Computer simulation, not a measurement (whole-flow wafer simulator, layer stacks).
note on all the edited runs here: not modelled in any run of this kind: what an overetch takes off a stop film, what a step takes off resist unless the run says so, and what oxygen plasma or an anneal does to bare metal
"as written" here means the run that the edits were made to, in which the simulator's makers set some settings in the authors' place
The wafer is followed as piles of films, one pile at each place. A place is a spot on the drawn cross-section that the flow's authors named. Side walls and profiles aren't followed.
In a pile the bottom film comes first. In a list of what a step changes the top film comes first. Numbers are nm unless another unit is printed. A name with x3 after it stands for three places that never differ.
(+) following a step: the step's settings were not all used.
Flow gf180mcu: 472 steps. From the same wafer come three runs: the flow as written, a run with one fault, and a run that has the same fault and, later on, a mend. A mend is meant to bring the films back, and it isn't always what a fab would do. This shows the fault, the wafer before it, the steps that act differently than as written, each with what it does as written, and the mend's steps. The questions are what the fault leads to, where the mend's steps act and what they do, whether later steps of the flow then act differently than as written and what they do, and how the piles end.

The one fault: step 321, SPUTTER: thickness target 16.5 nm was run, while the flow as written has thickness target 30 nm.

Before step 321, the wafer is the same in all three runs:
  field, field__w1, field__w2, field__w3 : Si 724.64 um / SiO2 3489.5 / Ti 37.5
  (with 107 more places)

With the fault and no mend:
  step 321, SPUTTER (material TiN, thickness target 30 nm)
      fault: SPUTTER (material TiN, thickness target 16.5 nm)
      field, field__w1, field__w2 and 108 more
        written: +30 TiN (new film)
        fault: +16.5 TiN (new film)
  Steps further on in the flow that do not act as written:
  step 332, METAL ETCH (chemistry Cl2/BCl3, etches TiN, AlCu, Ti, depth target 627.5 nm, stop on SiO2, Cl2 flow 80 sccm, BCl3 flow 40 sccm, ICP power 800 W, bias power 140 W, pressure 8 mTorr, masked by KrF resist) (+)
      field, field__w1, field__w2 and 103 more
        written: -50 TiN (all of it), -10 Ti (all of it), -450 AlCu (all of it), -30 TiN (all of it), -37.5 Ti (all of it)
        fault: -50 TiN (all of it), -10 Ti (all of it), -450 AlCu (all of it), -16.5 TiN (all of it), -37.5 Ti (all of it)
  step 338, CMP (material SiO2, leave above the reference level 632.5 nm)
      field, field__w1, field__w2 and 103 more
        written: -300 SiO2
        fault: -313.5 SiO2
  At field__w8, contact, m1, m1__w1, m1_nw, the piles at the end differ from the flow's by more than 2% or 0.5 nm, whichever is larger.
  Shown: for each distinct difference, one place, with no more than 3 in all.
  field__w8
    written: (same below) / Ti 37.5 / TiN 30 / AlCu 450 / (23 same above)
    fault: (same below) / Ti 37.5 / TiN 16.5 / AlCu 450 / (23 same above)
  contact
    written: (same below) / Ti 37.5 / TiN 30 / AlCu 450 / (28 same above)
    fault: (same below) / Ti 37.5 / TiN 16.5 / AlCu 450 / (28 same above)

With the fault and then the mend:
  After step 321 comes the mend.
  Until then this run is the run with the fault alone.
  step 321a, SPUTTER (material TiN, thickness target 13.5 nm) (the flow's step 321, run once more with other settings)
      field, field__w1, field__w2 and 108 more
        +13.5 TiN
  None of the later steps of the flow acts differently than as written at any place that is followed.
  At every place that both follow, the piles at the end match the flow's.
